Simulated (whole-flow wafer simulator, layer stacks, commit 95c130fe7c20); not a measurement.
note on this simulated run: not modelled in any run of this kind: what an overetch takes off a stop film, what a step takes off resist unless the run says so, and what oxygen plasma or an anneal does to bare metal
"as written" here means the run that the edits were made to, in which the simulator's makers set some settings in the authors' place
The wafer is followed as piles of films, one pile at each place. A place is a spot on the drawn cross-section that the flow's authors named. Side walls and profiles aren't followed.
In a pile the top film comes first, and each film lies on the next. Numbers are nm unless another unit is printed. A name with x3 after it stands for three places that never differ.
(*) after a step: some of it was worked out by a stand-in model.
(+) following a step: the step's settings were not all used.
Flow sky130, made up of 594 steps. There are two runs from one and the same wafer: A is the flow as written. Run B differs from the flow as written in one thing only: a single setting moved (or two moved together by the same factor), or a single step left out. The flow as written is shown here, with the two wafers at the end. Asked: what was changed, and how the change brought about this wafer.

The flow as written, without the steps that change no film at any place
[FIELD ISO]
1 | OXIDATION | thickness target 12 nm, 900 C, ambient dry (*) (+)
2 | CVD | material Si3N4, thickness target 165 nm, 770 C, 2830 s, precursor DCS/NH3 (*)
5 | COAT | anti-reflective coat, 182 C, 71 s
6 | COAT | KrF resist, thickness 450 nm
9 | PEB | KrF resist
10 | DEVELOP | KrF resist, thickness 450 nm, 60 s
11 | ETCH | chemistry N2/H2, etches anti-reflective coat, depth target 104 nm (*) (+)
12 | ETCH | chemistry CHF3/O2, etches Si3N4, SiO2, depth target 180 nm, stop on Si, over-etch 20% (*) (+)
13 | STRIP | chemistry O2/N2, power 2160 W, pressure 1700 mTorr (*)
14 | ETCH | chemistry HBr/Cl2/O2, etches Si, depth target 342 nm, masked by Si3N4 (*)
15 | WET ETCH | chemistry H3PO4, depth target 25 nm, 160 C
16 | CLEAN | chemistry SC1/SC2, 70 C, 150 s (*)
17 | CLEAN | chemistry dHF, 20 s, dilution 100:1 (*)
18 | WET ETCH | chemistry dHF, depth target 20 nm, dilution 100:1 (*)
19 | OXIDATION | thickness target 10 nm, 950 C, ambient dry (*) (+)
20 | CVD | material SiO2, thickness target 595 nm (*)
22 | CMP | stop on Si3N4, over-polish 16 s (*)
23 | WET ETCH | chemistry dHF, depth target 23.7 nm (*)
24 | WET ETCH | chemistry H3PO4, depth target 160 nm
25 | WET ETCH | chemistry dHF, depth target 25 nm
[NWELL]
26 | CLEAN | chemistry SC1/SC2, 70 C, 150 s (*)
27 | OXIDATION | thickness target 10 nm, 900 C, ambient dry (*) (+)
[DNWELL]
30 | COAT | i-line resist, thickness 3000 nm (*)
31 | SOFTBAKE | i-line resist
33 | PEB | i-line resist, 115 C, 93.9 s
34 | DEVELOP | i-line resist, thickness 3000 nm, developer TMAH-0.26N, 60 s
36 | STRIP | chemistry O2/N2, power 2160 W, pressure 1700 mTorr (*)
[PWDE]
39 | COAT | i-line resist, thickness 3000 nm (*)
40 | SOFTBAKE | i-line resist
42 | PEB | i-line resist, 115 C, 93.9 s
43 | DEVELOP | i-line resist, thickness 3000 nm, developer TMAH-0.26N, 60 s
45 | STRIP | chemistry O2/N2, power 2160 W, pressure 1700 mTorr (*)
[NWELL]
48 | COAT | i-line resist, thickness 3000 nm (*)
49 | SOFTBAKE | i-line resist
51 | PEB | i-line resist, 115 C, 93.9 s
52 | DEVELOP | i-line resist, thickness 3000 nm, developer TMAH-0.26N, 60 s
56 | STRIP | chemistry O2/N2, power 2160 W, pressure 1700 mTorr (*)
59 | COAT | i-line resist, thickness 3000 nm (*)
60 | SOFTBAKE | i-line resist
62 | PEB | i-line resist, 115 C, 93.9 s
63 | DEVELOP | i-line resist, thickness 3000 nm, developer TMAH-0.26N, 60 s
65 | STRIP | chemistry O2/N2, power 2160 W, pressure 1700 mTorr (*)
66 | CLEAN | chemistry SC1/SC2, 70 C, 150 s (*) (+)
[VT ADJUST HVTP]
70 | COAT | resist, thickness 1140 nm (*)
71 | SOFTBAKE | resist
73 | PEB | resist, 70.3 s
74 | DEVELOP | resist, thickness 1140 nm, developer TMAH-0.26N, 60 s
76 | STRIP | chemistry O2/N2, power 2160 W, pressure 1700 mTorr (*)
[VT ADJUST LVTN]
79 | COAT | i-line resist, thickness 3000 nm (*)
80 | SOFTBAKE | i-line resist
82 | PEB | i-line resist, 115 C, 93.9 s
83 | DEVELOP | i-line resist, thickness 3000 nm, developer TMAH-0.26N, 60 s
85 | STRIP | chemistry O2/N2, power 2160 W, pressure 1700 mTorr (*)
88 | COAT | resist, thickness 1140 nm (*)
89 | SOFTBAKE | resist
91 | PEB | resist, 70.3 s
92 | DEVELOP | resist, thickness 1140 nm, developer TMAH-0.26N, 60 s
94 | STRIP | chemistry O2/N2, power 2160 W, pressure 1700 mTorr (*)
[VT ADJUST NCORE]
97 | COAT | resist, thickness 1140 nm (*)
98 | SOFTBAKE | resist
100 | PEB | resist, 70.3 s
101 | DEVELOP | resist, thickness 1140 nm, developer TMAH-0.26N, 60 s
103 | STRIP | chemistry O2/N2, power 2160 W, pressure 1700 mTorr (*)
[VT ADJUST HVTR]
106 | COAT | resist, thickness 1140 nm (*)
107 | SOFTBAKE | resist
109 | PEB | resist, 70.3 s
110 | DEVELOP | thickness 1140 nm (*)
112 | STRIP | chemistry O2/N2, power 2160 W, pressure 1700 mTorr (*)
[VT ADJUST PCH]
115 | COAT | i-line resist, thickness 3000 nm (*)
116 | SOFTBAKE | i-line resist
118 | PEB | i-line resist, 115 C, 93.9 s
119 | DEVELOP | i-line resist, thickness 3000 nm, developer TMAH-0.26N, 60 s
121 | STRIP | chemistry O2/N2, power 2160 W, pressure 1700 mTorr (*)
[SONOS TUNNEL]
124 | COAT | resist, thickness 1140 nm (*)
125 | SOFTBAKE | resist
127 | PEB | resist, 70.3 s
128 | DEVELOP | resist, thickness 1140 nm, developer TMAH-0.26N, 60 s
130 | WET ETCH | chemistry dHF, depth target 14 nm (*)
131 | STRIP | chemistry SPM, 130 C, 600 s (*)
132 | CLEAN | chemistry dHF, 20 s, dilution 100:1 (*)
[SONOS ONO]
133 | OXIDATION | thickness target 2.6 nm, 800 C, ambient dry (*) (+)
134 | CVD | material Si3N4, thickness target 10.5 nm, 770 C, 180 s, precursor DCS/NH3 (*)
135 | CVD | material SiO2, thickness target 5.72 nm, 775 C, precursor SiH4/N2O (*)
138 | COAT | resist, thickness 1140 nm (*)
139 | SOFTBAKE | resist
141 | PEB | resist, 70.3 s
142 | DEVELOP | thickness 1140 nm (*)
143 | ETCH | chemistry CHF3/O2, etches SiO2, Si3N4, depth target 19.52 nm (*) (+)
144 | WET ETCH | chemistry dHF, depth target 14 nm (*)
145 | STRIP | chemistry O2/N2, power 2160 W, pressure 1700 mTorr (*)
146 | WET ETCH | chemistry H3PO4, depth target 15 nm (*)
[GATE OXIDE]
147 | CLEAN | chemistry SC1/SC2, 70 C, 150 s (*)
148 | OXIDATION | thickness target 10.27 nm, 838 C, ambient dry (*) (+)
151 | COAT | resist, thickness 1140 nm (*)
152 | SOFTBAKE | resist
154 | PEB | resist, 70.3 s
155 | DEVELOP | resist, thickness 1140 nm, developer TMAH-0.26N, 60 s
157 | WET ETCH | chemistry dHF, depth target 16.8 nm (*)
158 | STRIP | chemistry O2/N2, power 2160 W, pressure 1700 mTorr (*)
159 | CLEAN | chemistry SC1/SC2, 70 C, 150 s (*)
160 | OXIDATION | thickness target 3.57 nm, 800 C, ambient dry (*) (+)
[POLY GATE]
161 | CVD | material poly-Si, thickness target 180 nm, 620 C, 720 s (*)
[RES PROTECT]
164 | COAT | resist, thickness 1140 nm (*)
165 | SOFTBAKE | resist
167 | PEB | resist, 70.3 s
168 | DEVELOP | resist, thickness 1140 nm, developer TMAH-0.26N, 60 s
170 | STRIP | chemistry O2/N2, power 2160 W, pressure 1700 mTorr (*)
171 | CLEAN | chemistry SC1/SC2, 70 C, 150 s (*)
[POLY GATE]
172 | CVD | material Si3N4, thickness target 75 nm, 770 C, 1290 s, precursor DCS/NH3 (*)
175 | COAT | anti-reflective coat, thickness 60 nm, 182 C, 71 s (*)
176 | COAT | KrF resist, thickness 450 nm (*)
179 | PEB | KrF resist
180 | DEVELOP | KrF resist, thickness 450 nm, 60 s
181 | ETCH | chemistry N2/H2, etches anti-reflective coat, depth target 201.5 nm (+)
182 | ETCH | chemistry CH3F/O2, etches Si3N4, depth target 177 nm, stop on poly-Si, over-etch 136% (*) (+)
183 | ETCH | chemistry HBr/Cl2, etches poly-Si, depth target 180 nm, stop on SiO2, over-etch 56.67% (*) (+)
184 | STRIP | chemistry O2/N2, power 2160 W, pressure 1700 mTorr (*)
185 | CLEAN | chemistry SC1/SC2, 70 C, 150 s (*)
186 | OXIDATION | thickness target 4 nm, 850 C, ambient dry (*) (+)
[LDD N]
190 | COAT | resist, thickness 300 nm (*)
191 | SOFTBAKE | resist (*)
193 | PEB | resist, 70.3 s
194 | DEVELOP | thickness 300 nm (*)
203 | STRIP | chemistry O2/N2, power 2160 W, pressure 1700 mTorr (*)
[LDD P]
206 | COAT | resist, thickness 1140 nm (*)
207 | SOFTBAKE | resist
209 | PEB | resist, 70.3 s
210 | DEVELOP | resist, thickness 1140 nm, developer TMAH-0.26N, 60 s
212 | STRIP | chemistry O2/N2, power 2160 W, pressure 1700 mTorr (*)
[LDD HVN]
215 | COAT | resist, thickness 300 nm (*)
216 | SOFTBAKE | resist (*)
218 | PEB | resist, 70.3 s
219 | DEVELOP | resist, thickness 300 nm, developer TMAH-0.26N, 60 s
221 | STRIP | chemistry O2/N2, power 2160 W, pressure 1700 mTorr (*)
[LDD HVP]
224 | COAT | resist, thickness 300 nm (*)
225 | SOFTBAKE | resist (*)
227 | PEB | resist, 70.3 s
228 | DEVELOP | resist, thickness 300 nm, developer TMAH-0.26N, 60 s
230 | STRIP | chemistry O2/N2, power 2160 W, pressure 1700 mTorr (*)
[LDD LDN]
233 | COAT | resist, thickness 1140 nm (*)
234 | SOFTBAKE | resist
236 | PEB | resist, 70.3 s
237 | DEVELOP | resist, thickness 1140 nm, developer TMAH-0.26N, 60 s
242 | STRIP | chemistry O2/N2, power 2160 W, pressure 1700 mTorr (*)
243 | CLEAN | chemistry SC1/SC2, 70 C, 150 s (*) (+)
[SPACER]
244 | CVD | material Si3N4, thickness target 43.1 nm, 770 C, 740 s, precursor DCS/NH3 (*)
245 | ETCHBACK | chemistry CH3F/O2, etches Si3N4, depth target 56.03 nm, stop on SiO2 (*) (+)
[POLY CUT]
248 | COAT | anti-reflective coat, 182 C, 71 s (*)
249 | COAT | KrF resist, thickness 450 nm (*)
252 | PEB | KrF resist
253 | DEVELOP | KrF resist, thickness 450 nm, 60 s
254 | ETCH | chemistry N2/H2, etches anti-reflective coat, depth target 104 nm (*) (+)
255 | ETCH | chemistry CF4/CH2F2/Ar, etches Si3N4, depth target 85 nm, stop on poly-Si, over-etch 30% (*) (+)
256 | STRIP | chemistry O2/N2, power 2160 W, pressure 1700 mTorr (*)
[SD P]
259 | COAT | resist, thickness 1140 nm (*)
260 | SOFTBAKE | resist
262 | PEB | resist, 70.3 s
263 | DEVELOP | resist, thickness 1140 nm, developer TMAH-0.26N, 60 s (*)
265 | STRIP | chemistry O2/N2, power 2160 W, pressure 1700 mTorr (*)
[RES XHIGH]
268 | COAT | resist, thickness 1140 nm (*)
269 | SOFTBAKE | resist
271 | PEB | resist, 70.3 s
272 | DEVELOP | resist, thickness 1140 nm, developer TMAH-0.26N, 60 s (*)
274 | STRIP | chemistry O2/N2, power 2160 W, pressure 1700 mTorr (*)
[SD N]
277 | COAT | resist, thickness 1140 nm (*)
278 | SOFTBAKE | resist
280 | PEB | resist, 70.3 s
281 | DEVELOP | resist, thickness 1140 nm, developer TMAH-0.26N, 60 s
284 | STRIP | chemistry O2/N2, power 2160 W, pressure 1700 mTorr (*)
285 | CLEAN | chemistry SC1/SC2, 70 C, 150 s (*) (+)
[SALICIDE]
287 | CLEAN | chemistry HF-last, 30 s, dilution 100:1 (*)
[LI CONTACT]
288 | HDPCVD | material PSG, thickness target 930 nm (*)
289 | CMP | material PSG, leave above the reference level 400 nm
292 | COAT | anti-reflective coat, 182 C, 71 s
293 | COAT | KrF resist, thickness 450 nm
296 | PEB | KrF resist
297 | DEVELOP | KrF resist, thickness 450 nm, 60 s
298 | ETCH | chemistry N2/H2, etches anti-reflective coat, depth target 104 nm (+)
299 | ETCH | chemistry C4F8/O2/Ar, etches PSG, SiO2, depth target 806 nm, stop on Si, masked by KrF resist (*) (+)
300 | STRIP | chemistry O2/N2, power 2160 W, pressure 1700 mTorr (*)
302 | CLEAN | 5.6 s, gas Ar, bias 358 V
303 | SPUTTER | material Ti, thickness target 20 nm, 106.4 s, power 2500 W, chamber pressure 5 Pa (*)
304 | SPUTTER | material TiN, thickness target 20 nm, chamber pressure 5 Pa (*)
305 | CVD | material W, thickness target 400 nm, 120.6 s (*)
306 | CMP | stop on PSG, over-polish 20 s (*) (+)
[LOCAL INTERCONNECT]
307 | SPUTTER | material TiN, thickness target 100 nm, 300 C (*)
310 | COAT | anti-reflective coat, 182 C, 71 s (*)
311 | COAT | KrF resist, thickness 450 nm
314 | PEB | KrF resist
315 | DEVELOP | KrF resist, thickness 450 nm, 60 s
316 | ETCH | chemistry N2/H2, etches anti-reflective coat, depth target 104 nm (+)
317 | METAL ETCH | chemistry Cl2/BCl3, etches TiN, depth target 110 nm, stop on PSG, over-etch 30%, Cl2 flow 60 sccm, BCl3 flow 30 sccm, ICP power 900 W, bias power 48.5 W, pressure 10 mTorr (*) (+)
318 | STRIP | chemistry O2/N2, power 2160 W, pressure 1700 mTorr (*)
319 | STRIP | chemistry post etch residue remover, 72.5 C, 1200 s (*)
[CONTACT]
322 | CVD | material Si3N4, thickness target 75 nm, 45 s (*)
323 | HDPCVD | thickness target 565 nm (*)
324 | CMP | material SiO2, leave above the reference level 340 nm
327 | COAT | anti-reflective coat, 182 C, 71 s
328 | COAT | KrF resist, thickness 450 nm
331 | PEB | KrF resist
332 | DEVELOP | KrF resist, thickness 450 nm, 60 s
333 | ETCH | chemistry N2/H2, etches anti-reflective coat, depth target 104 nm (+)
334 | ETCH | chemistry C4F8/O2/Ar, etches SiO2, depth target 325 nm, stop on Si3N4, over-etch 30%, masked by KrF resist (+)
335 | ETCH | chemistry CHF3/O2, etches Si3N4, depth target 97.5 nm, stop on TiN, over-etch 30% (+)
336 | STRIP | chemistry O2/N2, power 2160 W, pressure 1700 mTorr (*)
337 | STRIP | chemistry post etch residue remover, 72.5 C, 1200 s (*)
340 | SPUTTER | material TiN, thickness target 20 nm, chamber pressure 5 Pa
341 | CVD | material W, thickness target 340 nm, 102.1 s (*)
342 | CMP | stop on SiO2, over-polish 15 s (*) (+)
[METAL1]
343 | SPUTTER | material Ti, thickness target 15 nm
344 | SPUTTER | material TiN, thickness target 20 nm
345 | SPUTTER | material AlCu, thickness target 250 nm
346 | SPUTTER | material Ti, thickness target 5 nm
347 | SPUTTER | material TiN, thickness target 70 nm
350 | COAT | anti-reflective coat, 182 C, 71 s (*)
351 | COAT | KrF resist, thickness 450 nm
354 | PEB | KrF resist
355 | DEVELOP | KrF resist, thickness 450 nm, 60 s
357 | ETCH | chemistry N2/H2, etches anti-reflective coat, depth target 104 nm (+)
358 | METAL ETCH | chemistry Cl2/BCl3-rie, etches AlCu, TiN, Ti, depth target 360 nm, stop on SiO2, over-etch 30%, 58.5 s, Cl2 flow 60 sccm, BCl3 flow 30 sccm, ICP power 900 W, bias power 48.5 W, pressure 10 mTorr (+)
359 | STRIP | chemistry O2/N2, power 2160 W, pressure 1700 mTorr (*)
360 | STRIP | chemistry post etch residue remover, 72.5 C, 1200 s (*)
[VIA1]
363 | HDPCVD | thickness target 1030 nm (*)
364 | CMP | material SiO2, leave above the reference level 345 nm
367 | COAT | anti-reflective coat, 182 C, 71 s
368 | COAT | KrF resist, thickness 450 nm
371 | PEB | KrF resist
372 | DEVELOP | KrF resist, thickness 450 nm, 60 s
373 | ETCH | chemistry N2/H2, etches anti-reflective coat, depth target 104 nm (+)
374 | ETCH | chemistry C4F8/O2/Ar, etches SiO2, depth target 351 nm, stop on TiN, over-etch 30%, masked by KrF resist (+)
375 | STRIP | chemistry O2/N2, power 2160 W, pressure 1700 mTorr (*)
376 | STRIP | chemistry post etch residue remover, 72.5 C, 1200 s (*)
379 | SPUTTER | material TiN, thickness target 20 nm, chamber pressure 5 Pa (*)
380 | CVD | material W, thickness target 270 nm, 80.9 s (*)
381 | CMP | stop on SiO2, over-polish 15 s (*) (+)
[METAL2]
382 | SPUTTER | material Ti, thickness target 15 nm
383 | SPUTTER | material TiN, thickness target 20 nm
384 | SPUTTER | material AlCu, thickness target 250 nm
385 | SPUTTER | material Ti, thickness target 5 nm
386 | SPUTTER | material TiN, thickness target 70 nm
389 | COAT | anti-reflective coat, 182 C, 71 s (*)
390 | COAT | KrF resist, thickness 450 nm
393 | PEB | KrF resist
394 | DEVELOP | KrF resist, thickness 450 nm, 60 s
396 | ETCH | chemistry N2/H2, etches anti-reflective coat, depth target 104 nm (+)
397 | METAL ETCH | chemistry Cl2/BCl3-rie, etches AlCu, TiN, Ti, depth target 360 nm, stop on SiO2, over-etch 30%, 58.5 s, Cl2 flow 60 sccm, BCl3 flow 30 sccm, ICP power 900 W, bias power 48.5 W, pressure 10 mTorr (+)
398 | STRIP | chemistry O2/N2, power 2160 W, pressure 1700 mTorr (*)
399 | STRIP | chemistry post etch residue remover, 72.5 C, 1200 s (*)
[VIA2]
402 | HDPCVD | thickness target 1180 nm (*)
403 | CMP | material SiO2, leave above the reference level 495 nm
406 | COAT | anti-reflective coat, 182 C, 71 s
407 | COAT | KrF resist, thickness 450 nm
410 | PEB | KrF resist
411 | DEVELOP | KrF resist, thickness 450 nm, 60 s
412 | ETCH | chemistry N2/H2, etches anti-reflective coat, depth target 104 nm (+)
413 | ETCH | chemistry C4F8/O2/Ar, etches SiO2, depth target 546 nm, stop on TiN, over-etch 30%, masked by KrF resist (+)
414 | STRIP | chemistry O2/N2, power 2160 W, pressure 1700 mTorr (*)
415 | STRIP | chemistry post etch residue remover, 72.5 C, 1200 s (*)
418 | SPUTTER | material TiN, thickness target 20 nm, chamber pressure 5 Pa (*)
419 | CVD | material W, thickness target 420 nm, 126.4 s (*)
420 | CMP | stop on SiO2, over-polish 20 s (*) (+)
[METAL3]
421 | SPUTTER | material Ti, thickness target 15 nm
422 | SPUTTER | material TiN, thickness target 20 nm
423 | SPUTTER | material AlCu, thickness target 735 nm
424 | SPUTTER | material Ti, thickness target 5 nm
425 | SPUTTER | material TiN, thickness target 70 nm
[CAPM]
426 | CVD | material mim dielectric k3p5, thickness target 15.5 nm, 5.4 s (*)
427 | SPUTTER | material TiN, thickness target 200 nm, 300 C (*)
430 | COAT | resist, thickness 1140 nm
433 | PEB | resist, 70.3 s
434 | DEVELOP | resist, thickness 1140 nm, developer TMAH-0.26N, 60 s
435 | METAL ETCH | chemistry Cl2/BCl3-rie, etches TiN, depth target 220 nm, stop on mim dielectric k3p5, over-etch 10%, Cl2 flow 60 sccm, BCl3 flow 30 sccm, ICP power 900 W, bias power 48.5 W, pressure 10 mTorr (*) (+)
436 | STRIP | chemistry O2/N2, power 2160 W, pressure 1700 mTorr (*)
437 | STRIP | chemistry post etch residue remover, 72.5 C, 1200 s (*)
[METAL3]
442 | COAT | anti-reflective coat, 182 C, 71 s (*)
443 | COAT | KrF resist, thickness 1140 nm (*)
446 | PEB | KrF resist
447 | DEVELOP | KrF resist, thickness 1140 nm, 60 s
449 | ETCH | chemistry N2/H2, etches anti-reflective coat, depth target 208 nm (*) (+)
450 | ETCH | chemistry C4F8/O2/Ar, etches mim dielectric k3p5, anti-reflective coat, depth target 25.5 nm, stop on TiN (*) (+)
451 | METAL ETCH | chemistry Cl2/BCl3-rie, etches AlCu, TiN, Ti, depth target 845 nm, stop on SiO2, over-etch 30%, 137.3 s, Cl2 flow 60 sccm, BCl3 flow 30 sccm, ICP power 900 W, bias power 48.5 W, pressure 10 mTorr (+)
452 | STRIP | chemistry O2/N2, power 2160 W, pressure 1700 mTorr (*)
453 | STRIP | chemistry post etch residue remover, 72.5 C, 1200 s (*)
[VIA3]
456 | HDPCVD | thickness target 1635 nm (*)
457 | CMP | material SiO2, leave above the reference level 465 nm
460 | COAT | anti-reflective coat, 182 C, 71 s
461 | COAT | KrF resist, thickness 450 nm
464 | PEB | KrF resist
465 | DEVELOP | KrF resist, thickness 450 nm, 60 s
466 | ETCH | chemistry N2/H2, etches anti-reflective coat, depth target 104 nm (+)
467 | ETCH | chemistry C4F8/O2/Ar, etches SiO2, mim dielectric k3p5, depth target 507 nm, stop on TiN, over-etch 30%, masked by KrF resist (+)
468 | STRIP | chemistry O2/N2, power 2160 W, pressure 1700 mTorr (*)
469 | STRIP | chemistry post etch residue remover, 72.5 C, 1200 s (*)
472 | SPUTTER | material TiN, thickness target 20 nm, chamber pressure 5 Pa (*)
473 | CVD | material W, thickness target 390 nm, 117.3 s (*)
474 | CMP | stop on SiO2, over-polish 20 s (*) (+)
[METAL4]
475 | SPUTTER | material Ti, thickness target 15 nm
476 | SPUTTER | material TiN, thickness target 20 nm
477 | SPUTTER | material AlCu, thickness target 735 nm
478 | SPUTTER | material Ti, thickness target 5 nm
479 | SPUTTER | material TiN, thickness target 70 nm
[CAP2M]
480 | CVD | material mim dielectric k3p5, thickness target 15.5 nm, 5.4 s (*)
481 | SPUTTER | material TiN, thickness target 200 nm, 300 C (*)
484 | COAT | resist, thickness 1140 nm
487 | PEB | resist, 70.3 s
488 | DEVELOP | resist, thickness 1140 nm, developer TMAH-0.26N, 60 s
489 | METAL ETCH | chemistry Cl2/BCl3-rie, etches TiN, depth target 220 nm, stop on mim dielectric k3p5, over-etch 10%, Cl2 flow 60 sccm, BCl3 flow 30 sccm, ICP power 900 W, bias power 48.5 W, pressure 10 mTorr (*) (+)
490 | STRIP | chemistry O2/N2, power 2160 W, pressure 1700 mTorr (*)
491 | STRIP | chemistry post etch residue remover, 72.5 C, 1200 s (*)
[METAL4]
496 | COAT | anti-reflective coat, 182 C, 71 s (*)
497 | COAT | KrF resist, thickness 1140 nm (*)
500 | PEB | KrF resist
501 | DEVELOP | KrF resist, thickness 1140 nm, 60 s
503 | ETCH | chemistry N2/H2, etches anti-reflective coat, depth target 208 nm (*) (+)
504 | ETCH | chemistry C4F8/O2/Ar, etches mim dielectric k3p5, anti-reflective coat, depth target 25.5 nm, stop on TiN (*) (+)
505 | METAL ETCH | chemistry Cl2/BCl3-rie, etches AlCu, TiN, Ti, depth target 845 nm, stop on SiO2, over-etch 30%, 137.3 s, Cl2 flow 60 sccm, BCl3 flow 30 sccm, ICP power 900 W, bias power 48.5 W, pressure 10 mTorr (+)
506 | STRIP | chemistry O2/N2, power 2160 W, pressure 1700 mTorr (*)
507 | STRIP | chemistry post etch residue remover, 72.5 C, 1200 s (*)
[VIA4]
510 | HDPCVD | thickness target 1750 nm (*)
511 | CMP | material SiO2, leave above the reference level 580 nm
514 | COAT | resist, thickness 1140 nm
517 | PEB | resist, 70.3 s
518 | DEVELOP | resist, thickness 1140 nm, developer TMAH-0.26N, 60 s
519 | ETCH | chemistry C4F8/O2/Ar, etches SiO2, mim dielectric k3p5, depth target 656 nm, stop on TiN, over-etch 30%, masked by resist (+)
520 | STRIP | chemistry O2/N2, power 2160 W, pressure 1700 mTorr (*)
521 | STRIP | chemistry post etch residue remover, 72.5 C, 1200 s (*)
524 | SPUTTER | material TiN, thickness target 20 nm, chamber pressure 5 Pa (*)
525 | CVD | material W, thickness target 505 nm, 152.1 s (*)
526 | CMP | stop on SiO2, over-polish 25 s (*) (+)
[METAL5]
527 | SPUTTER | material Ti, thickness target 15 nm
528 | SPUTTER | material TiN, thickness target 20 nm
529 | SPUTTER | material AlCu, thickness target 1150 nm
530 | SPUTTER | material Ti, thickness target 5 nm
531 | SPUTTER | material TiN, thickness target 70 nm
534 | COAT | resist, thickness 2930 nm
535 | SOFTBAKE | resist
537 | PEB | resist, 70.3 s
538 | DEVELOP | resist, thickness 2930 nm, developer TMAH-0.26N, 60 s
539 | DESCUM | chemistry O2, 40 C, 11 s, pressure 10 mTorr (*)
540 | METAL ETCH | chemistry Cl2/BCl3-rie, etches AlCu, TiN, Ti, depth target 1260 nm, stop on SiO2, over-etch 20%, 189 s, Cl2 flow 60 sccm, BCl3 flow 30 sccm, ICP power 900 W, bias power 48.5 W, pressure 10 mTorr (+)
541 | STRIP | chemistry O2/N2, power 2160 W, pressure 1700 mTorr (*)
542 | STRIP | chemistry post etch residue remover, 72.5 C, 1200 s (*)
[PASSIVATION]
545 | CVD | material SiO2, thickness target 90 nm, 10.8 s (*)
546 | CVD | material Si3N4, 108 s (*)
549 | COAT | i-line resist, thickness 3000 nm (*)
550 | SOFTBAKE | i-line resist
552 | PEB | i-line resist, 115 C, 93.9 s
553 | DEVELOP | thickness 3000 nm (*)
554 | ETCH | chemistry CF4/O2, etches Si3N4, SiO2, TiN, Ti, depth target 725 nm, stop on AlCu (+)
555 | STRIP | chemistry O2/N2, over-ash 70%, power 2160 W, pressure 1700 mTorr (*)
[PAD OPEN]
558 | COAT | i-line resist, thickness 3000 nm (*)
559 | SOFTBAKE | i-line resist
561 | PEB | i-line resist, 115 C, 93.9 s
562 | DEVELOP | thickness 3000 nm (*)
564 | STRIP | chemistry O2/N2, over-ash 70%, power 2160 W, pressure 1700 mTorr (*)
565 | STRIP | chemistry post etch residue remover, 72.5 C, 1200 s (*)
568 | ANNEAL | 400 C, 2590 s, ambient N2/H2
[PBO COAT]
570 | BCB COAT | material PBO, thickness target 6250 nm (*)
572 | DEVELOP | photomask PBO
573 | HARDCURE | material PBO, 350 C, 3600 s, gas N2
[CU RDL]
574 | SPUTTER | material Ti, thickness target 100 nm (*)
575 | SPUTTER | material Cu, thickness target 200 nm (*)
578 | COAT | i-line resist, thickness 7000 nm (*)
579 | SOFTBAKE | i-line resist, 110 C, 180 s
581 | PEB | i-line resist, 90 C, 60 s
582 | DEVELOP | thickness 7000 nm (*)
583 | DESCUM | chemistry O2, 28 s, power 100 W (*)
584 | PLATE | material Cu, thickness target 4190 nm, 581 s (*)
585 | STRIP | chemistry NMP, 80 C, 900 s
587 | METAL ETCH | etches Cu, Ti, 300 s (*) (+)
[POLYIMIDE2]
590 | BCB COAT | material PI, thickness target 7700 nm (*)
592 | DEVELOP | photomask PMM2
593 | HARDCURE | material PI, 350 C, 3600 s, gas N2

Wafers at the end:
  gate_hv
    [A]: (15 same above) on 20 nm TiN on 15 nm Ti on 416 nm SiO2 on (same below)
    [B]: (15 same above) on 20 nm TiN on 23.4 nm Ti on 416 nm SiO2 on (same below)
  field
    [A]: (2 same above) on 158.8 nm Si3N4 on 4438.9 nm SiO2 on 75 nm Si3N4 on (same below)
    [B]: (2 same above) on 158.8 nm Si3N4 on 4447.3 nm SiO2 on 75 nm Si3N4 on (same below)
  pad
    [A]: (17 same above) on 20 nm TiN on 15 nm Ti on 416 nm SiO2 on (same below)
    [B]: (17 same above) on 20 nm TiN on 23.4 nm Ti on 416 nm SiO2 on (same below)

Cause: step 421, SPUTTER: thickness target 23.4 nm was run, though the flow has thickness target 15 nm.
The wafer lets one read it off: gate_hv has Ti 23.4, and step 421 as written asks for 15 nm.

How this came from the change, step by step:
  421 | SPUTTER | material Ti, thickness target 15 nm
      field, active, n_well and 188 more: A Ti gains 15 (new film) | B Ti gains 23.4 (new film)
  451 | METAL ETCH | chemistry Cl2/BCl3-rie, etches AlCu, TiN, Ti, depth target 845 nm, stop on SiO2, over-etch 30%, 137.3 s, Cl2 flow 60 sccm, BCl3 flow 30 sccm, ICP power 900 W, bias power 48.5 W, pressure 10 mTorr (+)
      field, gate, spacer and 68 more: A TiN loses 70 (all of it), Ti loses 5 (all of it), AlCu loses 735 (all of it), TiN loses 20 (all of it), Ti loses 15 (all of it), SiO2 loses 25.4 | B TiN loses 70 (all of it), Ti loses 5 (all of it), AlCu loses 735 (all of it), TiN loses 20 (all of it), Ti loses 23.4 (all of it), SiO2 loses 24.5
      active, vpp_ln, vpp_iso2 and 11 more: A TiN loses 70 (all of it), Ti loses 5 (all of it), AlCu loses 735 (all of it), TiN loses 20 (all of it), Ti loses 15 (all of it), SiO2 loses 25.3 | B TiN loses 70 (all of it), Ti loses 5 (all of it), AlCu loses 735 (all of it), TiN loses 20 (all of it), Ti loses 23.4 (all of it), SiO2 loses 24.5
  457 | CMP | material SiO2, leave above the reference level 465 nm
      field, active, gate and 82 more: A SiO2 loses 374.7 | B SiO2 loses 367.1
